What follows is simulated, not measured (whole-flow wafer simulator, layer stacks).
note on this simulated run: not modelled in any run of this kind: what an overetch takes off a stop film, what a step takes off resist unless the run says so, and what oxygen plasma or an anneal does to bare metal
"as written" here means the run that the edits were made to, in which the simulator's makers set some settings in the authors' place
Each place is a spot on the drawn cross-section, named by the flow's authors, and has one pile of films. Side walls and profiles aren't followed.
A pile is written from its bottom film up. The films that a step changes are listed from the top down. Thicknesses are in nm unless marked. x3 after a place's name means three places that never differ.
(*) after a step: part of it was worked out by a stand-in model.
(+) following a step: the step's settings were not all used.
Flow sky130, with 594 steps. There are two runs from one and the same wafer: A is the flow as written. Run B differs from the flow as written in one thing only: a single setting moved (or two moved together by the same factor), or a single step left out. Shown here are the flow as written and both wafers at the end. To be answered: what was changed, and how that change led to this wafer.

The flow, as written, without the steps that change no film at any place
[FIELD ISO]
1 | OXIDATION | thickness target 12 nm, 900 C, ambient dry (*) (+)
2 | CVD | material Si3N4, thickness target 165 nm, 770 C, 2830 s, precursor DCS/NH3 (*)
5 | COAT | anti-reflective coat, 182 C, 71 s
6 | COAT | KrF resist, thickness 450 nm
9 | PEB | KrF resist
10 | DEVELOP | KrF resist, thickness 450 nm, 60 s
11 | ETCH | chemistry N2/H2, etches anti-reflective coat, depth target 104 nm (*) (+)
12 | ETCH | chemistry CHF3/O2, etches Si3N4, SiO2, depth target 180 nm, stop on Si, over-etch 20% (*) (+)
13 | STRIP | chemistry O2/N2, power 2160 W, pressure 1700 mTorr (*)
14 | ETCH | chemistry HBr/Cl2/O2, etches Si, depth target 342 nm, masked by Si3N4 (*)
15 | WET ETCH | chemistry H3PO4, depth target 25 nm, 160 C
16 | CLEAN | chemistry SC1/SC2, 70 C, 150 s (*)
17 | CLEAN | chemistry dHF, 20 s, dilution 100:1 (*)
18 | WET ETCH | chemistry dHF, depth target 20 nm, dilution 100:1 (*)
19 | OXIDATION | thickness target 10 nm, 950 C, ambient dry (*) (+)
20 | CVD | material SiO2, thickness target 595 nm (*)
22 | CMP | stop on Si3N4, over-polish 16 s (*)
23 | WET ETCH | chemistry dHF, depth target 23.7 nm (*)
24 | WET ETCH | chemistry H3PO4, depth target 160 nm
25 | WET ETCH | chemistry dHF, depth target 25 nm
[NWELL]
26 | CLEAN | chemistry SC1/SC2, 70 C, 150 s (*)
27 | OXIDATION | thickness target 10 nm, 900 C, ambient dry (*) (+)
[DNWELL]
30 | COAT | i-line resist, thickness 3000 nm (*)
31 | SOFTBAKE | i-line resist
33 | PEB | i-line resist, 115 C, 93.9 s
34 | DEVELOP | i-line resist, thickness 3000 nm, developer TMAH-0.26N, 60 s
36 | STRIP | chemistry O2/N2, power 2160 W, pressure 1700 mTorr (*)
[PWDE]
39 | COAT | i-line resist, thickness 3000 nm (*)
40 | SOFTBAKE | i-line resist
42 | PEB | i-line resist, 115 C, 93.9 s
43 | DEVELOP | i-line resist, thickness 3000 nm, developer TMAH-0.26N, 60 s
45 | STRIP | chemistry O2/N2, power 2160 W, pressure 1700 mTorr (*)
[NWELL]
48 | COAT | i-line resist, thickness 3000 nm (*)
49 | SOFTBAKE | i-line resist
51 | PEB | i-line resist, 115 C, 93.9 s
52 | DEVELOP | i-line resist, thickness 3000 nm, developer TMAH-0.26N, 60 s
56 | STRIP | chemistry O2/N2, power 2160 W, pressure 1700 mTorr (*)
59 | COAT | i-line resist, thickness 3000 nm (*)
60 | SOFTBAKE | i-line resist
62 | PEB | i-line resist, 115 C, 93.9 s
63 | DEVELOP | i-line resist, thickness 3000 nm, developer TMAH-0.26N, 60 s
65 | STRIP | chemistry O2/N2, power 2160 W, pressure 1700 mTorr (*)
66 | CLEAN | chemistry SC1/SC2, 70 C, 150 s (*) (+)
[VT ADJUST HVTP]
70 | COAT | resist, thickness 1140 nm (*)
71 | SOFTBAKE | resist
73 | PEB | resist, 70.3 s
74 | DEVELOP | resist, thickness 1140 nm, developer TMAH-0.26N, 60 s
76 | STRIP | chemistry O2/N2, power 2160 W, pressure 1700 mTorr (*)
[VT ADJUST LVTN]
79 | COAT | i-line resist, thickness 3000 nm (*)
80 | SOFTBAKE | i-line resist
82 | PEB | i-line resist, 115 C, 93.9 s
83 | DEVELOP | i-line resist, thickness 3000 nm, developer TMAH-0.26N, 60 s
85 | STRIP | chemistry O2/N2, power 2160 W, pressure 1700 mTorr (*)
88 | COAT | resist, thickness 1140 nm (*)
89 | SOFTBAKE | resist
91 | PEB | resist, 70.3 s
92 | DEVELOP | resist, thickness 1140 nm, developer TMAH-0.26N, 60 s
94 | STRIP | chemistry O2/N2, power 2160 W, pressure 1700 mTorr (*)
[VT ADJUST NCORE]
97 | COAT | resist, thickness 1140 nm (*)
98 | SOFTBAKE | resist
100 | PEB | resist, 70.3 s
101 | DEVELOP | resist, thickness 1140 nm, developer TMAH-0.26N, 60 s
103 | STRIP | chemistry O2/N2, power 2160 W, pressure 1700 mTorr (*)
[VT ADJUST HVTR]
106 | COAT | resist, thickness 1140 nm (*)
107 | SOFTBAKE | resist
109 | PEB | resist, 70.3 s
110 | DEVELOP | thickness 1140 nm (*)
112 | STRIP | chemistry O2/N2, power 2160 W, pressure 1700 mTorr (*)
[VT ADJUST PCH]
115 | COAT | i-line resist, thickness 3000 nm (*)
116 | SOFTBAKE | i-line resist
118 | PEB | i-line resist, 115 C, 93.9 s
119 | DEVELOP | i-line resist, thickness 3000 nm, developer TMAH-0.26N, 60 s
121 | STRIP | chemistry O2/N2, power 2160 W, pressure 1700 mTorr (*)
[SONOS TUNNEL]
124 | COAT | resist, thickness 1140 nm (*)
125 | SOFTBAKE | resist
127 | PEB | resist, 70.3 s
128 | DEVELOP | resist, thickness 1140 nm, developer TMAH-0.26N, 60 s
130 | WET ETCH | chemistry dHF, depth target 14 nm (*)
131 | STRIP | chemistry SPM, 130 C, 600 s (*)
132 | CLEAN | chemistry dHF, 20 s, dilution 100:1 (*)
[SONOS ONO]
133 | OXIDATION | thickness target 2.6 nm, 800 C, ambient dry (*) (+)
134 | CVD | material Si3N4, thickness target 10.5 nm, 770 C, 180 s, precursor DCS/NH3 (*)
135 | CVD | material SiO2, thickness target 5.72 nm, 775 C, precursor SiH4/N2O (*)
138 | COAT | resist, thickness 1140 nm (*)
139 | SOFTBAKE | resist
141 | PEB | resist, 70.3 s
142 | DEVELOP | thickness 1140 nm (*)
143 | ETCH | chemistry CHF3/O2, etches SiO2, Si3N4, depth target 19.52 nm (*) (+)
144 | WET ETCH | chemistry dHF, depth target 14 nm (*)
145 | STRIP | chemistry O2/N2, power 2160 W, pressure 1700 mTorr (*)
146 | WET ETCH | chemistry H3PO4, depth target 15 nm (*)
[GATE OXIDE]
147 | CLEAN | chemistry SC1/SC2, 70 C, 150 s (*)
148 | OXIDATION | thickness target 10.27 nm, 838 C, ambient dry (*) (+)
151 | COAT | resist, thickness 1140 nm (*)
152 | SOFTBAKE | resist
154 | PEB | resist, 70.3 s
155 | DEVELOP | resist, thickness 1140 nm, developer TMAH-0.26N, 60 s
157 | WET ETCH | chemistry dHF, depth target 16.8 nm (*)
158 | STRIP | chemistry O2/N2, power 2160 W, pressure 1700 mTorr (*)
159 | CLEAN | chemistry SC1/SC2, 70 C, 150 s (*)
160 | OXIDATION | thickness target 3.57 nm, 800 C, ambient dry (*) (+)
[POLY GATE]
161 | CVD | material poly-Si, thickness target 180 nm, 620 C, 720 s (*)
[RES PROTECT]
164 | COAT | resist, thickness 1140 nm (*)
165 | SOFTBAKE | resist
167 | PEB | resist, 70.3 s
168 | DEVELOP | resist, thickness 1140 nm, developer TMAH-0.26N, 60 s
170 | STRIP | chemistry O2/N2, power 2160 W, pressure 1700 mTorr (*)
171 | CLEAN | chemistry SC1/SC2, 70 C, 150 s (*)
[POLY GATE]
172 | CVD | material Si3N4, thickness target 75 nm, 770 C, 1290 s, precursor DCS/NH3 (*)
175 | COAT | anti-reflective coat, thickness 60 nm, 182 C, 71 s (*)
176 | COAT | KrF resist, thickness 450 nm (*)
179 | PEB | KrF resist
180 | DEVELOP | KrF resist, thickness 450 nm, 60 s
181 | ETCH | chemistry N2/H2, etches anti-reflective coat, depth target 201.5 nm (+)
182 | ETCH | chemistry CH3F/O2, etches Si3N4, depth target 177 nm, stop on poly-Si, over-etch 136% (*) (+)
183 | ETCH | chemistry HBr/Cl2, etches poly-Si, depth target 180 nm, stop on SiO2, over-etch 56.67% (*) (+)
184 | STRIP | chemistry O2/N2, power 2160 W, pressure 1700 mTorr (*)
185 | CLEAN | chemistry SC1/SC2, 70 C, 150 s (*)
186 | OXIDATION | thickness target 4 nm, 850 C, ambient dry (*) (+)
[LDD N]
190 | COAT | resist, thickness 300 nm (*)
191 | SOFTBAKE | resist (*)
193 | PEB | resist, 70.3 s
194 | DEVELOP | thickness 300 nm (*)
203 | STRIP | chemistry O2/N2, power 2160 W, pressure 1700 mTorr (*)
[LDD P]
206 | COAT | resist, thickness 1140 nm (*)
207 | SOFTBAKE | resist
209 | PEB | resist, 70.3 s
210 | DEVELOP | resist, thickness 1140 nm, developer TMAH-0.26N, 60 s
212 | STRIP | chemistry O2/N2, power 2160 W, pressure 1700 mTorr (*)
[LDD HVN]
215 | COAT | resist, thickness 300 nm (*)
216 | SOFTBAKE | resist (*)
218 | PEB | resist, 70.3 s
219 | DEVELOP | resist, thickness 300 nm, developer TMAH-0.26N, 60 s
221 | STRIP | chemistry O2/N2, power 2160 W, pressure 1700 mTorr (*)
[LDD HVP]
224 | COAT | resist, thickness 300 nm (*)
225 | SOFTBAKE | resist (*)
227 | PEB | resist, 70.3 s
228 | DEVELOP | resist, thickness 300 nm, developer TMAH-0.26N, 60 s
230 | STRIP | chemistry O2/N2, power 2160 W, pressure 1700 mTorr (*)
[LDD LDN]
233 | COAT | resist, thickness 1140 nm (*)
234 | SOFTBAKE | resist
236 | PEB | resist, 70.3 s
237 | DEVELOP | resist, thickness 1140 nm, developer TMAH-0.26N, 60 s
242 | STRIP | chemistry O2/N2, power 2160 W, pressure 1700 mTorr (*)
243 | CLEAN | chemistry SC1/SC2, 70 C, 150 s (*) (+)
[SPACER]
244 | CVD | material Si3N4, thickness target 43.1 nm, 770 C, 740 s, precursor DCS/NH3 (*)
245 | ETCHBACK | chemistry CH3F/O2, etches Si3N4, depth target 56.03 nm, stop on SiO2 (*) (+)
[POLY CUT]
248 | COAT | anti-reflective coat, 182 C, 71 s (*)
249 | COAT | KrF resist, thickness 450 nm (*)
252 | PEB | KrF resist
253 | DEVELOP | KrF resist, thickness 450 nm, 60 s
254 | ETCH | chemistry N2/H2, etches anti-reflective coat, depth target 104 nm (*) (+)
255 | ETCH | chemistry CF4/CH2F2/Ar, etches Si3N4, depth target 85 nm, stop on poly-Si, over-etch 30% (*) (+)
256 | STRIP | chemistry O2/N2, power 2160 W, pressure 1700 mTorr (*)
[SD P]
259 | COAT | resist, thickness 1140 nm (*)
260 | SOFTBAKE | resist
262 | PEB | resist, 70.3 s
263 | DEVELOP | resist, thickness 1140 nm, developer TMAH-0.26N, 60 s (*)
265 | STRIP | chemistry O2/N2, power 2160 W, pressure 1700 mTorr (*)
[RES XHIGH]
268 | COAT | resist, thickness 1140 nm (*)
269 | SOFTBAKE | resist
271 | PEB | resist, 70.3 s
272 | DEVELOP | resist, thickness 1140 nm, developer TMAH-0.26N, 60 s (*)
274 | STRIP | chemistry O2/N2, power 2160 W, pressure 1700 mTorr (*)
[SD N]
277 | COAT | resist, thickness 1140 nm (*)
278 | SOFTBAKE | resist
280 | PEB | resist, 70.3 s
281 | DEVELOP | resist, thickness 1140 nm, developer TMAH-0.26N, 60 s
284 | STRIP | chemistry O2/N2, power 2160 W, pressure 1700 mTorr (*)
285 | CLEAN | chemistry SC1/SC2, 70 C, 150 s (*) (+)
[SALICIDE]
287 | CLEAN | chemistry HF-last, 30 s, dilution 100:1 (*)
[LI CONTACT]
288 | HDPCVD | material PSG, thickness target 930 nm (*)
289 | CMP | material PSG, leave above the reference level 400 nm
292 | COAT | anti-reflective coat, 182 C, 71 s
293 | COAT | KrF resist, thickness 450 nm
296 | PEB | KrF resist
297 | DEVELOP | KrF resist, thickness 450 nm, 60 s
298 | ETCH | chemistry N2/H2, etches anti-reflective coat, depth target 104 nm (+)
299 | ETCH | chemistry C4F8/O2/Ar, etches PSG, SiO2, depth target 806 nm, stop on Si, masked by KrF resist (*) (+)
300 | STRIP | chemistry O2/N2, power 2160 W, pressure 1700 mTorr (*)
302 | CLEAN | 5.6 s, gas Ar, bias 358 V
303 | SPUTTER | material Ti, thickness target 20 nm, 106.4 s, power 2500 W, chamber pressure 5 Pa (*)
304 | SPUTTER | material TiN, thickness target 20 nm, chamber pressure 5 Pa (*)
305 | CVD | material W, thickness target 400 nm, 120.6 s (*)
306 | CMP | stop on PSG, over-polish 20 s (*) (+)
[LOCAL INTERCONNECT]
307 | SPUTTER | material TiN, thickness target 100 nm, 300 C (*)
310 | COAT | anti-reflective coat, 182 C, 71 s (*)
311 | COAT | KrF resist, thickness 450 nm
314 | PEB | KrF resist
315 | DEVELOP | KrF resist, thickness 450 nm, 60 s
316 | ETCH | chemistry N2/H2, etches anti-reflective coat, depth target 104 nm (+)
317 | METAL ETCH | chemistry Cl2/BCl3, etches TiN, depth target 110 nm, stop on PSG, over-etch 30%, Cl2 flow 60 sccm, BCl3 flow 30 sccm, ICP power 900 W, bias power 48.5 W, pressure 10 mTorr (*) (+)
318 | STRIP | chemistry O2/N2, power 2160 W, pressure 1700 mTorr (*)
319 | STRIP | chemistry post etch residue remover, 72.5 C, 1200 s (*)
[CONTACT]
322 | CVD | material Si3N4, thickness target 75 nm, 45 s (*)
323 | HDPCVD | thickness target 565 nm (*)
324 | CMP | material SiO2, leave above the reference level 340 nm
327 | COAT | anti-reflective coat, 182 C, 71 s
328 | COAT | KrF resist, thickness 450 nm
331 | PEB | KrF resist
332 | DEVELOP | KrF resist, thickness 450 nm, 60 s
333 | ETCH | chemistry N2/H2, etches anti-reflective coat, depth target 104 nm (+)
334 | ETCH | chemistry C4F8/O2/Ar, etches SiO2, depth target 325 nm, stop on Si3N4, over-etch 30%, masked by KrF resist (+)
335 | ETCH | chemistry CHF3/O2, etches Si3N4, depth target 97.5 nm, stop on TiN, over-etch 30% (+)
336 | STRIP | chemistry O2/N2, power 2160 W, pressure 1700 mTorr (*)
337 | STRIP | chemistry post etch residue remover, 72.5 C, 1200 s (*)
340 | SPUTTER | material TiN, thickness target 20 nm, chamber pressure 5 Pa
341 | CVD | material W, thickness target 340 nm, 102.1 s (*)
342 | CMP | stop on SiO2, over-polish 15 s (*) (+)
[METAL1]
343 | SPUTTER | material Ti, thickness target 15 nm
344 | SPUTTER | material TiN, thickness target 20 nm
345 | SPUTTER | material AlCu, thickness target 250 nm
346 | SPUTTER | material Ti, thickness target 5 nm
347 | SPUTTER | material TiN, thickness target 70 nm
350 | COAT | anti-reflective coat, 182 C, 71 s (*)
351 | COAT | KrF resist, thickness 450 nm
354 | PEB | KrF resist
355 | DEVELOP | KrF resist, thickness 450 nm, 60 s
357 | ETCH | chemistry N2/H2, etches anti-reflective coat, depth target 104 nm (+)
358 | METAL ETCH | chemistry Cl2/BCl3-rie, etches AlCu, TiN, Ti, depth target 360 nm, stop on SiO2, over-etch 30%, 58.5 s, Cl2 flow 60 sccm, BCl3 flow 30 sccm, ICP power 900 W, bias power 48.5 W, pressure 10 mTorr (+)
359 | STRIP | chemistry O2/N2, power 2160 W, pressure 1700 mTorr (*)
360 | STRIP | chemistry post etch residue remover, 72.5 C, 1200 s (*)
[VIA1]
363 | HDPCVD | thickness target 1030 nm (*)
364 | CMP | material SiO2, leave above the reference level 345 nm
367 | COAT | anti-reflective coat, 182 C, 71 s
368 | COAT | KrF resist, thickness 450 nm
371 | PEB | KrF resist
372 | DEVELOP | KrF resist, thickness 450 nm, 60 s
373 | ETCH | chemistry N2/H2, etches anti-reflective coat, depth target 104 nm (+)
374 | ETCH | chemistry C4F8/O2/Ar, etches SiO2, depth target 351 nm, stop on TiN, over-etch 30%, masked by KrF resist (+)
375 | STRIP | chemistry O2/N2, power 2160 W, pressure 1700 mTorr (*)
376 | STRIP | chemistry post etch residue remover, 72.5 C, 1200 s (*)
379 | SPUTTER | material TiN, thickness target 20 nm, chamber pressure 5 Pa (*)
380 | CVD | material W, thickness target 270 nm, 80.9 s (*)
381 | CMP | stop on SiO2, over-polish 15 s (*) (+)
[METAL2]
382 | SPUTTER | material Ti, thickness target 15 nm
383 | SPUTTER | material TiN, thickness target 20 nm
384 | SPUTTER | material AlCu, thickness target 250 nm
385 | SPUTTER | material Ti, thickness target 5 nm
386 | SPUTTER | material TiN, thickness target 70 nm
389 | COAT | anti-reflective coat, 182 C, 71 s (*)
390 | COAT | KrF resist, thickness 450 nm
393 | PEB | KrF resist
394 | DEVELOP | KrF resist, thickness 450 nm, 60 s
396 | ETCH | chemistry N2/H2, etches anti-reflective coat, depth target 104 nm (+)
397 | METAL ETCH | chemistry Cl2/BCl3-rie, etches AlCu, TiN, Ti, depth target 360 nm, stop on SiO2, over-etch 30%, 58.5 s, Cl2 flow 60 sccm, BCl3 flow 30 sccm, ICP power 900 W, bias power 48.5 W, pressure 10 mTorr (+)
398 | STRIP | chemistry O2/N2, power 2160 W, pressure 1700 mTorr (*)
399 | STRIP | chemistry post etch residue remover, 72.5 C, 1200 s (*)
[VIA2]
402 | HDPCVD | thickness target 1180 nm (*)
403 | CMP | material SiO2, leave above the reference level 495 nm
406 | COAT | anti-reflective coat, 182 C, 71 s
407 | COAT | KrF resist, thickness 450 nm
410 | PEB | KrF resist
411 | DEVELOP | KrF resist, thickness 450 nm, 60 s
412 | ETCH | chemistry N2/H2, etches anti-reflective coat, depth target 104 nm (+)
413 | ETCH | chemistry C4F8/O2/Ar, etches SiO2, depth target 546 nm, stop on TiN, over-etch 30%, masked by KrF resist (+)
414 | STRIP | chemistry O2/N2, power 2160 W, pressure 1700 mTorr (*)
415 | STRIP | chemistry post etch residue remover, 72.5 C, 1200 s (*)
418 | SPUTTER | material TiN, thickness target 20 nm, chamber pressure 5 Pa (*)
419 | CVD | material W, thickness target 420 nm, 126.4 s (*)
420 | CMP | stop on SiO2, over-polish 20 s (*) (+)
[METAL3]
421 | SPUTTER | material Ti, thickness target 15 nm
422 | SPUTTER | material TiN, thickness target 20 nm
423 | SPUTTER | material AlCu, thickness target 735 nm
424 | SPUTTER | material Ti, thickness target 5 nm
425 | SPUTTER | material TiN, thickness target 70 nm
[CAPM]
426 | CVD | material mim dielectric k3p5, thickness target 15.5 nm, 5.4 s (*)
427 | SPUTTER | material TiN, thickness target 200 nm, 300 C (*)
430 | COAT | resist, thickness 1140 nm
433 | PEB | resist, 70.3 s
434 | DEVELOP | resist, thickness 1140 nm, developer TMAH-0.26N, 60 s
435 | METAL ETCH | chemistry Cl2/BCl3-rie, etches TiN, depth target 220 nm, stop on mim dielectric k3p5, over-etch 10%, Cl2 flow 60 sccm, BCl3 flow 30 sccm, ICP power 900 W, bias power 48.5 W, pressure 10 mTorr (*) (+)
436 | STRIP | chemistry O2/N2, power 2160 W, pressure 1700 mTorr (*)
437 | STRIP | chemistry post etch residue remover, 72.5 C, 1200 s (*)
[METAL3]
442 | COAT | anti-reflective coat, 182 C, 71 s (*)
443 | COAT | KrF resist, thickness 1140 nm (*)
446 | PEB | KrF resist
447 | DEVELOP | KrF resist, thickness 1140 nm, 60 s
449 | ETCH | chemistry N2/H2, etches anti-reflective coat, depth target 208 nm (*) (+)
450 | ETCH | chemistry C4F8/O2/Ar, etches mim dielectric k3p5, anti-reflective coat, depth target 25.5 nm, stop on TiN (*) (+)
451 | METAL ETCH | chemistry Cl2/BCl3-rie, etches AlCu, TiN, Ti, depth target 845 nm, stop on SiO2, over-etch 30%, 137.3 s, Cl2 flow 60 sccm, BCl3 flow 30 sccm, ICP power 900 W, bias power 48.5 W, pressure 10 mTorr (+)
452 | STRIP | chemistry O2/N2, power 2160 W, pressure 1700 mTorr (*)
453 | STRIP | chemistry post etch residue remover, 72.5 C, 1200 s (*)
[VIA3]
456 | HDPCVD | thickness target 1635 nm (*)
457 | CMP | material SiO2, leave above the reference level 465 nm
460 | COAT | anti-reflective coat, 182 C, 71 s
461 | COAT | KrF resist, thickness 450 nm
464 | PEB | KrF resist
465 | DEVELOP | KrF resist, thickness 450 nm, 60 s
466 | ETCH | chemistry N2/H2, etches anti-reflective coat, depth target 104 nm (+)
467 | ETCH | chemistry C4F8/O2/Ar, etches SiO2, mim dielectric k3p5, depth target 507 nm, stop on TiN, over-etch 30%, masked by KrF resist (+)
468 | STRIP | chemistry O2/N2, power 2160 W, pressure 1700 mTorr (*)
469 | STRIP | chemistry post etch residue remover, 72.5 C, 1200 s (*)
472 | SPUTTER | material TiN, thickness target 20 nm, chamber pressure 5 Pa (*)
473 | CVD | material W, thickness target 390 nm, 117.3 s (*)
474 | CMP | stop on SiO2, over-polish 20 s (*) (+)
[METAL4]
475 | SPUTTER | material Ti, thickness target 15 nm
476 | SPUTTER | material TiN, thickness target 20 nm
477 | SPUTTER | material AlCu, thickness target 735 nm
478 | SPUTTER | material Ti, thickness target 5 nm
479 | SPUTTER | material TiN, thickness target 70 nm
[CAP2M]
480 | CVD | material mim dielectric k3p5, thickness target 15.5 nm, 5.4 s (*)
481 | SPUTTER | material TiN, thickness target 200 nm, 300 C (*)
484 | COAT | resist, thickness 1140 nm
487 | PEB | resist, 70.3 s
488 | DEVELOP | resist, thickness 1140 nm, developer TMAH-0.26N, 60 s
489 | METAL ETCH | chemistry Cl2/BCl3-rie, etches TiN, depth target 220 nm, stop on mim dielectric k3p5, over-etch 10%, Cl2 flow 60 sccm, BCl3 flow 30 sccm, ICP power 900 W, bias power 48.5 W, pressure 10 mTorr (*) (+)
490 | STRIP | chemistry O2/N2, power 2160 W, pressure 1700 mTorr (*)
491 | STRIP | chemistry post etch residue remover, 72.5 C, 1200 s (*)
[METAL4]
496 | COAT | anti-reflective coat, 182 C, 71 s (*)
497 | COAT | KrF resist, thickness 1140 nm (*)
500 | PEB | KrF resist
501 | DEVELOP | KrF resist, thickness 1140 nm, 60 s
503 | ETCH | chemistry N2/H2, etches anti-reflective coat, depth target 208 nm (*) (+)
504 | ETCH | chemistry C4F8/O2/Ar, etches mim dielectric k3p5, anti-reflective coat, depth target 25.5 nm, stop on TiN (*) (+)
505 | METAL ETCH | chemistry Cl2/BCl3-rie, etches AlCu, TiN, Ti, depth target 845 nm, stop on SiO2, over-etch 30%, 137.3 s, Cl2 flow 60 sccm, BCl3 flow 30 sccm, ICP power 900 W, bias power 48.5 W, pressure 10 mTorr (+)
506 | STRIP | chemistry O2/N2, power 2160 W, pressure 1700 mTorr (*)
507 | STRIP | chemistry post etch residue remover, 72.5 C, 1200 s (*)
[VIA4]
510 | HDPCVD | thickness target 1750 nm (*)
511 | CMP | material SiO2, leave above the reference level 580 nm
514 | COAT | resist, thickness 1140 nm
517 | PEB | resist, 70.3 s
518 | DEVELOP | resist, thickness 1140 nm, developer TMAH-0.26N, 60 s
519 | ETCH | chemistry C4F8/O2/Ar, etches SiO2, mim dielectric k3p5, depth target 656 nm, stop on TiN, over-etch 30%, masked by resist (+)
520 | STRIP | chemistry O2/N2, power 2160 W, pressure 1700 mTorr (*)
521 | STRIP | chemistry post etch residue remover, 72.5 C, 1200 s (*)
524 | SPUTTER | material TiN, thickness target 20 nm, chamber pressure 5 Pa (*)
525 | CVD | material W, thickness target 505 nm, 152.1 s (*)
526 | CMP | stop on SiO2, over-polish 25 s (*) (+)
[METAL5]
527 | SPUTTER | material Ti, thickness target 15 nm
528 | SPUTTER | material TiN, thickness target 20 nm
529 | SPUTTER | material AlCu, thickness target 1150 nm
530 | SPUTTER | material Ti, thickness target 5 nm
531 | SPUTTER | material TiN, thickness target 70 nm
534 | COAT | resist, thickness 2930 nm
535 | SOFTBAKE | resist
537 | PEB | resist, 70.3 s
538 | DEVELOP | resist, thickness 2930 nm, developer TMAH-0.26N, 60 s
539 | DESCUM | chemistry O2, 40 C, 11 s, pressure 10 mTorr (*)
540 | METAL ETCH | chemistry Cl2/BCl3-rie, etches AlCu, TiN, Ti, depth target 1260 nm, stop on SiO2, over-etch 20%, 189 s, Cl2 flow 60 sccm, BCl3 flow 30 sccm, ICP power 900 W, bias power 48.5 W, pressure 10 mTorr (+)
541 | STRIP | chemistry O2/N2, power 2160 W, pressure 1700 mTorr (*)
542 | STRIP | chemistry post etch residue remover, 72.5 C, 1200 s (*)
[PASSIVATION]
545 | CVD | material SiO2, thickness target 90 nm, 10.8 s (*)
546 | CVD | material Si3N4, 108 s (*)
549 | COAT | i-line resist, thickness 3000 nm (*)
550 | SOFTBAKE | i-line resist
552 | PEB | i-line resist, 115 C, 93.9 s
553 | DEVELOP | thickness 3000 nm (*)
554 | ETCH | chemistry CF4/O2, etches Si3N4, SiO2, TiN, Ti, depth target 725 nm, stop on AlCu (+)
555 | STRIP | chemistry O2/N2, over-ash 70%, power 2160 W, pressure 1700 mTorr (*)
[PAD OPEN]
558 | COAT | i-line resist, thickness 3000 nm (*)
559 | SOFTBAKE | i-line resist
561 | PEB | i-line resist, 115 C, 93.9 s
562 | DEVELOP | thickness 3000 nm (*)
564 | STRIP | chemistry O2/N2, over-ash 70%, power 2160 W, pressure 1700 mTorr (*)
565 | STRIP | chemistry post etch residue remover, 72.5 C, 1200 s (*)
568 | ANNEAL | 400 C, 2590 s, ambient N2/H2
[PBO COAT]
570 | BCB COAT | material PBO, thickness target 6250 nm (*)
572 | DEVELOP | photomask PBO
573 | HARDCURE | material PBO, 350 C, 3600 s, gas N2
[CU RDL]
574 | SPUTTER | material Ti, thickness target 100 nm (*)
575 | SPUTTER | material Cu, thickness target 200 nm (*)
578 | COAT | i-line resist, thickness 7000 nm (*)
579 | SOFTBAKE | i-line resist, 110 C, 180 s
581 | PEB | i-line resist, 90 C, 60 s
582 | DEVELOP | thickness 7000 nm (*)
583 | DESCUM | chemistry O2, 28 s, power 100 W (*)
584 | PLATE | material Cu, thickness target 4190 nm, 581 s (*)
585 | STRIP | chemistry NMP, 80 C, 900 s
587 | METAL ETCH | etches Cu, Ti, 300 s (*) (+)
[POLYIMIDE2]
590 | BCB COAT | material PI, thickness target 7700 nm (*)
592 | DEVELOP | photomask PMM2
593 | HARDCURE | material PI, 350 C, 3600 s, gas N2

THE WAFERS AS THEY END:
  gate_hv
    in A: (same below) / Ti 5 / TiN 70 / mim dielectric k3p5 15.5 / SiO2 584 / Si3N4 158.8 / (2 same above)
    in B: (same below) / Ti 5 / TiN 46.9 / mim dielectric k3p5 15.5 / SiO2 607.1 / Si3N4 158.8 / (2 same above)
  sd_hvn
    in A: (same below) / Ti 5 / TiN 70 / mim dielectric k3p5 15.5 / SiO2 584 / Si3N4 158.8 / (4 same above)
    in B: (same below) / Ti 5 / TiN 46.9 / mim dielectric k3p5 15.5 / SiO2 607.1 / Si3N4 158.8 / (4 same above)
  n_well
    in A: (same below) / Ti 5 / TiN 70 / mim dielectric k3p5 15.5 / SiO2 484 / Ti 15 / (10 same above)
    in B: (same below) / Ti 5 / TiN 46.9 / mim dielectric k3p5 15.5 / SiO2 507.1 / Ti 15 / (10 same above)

Cause: step 479, SPUTTER: thickness target 46.9 nm was run, while the flow as written has thickness target 70 nm.
The wafer lets one read it off: gate_hv has TiN 46.9, and step 479 as written asks for 70 nm.

Step by step, how the change led to this:
  479 | SPUTTER | material TiN, thickness target 70 nm
      field, active, n_well and 189 more: A +70 TiN (new film) | B +46.9 TiN (new film)
  505 | METAL ETCH | chemistry Cl2/BCl3-rie, etches AlCu, TiN, Ti, depth target 845 nm, stop on SiO2, over-etch 30%, 137.3 s, Cl2 flow 60 sccm, BCl3 flow 30 sccm, ICP power 900 W, bias power 48.5 W, pressure 10 mTorr (+)
      field, gate, spacer and 68 more: A -70 TiN (all of it), -5 Ti (all of it), -735 AlCu (all of it), -20 TiN (all of it), -15 Ti (all of it), -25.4 SiO2 | B -46.9 TiN (all of it), -5 Ti (all of it), -735 AlCu (all of it), -20 TiN (all of it), -15 Ti (all of it), -27.7 SiO2
      active, vpp_iso1, mim_edge_plate and 14 more: A -70 TiN (all of it), -5 Ti (all of it), -735 AlCu (all of it), -20 TiN (all of it), -15 Ti (all of it), -25.3 SiO2 | B -46.9 TiN (all of it), -5 Ti (all of it), -735 AlCu (all of it), -20 TiN (all of it), -15 Ti (all of it), -27.7 SiO2
  519 | ETCH | chemistry C4F8/O2/Ar, etches SiO2, mim dielectric k3p5, depth target 656 nm, stop on TiN, over-etch 30%, masked by resist (+)
      m1: A -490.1 SiO2 (all of it), -15.5 mim dielectric k3p5 (all of it) | B -513.2 SiO2 (all of it), -15.5 mim dielectric k3p5 (all of it)
      via4_hole: A -489.5 SiO2 (all of it), -15.5 mim dielectric k3p5 (all of it) | B -512.6 SiO2 (all of it), -15.5 mim dielectric k3p5 (all of it)
  525 | CVD | material W, thickness target 505 nm, 152.1 s (*)
      m1: A +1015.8 W (new film) | B +1039 W (new film)
      via4_hole: A +1015.2 W (new film) | B +1038.4 W (new film)
